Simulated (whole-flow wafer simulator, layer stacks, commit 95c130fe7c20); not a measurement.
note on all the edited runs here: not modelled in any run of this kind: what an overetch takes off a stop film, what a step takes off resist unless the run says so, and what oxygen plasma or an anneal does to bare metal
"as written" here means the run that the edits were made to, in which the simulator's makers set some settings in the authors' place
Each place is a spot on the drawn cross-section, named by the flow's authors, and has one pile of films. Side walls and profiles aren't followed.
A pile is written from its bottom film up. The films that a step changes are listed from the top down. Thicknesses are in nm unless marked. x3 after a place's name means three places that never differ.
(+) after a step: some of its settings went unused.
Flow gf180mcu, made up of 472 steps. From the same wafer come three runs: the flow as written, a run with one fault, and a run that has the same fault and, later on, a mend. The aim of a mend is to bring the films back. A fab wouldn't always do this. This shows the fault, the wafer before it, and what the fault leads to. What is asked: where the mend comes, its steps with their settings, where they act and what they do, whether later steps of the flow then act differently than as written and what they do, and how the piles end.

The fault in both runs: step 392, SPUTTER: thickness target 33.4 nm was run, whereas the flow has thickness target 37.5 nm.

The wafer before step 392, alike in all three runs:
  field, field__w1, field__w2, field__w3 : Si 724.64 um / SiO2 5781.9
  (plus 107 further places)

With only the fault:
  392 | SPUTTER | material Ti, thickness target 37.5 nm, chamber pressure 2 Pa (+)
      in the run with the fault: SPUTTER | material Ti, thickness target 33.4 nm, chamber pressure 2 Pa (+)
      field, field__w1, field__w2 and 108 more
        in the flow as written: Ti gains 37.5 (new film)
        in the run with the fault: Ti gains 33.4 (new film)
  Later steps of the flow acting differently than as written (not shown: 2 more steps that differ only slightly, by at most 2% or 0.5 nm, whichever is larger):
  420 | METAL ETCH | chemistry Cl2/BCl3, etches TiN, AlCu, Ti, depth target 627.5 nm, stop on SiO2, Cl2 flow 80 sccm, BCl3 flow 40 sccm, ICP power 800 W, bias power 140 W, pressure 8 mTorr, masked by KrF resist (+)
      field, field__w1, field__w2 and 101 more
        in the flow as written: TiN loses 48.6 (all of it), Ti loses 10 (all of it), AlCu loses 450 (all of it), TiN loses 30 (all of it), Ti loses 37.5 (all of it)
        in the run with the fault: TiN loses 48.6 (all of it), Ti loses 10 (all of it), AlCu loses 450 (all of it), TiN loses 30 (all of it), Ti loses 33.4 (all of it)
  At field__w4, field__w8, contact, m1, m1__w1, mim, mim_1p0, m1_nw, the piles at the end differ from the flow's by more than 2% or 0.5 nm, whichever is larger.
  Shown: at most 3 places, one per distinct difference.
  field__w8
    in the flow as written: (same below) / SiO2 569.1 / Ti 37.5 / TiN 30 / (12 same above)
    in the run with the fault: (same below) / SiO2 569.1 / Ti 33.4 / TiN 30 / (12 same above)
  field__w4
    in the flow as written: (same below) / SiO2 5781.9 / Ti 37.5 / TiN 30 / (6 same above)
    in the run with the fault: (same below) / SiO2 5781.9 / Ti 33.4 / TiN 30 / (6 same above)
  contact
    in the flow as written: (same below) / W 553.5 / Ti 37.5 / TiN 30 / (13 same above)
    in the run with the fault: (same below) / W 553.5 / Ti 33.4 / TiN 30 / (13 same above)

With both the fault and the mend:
  After step 392 comes the mend.
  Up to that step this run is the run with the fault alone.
  392a | SPUTTER | material Ti, thickness target 4.1 nm, chamber pressure 2 Pa (+) (the flow's step 392, run once more with other settings)
      field, field__w1, field__w2 and 108 more
        Ti gains 4.1
  None of the later steps of the flow acts differently than as written at any place that is followed.
  At every place that both follow, the piles at the end match the flow's.
